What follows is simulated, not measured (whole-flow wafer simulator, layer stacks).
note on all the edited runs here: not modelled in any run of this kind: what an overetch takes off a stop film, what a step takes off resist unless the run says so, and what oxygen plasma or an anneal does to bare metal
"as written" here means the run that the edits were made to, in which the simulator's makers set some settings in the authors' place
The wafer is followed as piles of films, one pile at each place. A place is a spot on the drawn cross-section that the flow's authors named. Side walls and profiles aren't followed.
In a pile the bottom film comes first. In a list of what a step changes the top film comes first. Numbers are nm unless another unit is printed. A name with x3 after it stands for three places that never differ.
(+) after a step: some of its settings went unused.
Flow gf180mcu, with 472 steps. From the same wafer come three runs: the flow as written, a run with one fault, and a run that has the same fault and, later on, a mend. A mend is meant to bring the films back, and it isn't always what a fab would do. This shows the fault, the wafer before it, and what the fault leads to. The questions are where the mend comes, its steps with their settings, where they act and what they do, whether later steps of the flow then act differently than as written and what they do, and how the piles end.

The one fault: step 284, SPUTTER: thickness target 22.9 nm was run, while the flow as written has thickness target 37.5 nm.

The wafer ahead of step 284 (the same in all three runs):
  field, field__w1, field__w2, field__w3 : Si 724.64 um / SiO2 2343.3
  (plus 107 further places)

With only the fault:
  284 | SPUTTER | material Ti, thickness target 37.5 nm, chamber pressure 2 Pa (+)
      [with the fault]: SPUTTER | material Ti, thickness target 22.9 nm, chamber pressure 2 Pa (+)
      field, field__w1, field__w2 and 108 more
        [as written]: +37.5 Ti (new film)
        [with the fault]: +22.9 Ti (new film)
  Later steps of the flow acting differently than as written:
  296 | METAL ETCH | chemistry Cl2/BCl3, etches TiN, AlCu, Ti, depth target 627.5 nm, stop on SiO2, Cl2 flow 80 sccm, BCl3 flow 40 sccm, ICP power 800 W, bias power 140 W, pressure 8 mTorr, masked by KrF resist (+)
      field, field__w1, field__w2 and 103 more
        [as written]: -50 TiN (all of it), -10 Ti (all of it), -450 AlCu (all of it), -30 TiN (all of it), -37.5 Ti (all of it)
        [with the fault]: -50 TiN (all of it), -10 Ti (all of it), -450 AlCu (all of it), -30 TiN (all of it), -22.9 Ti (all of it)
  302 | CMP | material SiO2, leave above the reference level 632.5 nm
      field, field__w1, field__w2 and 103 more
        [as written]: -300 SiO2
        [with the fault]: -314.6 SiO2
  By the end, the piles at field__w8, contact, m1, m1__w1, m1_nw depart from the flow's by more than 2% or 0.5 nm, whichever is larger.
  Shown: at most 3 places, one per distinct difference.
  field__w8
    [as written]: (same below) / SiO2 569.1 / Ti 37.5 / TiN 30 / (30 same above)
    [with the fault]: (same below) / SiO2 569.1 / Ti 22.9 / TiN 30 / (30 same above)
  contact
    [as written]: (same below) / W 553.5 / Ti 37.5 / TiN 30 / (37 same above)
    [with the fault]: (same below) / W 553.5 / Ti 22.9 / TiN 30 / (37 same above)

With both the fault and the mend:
  The mend follows step 284.
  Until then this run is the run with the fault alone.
  284a | SPUTTER | material Ti, thickness target 14.6 nm, chamber pressure 2 Pa (+) (the flow's step 284 again, with other settings)
      field, field__w1, field__w2 and 108 more
        +14.6 Ti
  None of the later steps of the flow acts differently than as written at any place that is followed.
  At every place that both follow, the piles at the end match the flow's.
